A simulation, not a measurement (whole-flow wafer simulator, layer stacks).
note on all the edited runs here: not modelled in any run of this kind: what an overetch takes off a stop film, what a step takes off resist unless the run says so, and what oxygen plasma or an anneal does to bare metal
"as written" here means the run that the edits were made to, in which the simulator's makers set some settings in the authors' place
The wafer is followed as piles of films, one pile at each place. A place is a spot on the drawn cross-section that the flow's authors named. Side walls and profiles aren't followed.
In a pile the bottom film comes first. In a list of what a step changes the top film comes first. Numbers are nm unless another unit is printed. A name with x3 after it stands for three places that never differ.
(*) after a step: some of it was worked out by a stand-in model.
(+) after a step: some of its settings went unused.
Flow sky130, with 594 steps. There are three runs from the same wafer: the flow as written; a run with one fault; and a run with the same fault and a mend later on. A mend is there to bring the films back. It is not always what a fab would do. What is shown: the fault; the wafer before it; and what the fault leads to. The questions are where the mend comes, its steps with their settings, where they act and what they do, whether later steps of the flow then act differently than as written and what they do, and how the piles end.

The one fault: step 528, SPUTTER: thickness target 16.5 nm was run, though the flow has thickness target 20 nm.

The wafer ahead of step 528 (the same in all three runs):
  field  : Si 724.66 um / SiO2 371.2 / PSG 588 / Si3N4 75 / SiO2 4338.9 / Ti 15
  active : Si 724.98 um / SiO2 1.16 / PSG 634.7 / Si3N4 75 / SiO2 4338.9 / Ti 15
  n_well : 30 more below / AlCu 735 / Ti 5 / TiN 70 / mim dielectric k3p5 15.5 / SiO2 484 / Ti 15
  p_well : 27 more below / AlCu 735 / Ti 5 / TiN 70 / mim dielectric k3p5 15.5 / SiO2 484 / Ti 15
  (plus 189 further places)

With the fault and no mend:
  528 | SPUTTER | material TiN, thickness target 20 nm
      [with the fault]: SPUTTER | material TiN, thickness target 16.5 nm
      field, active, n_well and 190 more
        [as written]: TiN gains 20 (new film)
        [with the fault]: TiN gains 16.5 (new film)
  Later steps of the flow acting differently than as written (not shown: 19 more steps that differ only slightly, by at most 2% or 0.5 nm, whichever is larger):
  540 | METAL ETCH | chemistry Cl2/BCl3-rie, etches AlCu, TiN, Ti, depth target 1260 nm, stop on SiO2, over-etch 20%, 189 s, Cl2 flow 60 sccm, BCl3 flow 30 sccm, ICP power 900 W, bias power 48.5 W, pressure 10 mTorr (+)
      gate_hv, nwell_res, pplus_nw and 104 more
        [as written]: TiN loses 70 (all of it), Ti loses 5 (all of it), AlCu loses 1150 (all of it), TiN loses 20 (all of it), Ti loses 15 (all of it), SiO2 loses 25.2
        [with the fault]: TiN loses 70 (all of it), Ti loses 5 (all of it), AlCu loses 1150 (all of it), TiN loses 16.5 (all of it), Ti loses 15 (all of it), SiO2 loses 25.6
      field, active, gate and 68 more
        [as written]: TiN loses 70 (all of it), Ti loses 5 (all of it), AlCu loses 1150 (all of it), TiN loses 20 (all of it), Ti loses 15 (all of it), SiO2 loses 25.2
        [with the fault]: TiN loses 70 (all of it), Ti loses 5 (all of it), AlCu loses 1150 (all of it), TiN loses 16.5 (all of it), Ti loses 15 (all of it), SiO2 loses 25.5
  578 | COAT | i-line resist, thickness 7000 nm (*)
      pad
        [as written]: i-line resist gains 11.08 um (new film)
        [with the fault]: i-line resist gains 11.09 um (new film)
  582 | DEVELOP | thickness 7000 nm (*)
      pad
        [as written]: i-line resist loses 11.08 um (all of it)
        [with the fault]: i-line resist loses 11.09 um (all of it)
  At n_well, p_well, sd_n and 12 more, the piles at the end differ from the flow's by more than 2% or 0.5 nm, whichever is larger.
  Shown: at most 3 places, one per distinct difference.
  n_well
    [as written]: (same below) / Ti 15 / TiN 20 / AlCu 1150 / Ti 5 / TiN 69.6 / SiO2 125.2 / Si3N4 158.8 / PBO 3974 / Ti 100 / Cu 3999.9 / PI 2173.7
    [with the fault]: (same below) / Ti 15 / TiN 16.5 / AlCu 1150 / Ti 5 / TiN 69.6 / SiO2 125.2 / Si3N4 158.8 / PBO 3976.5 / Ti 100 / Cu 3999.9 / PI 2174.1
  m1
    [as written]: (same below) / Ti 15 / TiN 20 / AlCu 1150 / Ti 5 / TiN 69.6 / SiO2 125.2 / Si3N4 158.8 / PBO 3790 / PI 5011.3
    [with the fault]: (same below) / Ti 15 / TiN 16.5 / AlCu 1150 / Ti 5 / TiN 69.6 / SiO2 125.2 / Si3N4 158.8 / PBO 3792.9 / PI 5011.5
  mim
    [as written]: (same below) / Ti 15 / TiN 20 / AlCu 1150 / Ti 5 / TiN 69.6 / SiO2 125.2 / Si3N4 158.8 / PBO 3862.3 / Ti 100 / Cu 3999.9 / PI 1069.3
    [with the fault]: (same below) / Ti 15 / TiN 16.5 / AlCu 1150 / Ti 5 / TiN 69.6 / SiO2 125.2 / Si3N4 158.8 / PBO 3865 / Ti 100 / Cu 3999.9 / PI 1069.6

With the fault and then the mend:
  After step 528 comes the mend.
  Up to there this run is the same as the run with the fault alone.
  528a | SPUTTER | material TiN, thickness target 3.5 nm (a further turn of the flow's step 528, with different settings)
      field, active, n_well and 190 more
        TiN gains 3.5
  Later steps of the flow that are run all act as written at every place that is followed.
  By the end, the piles equal the flow's at every place that both follow.
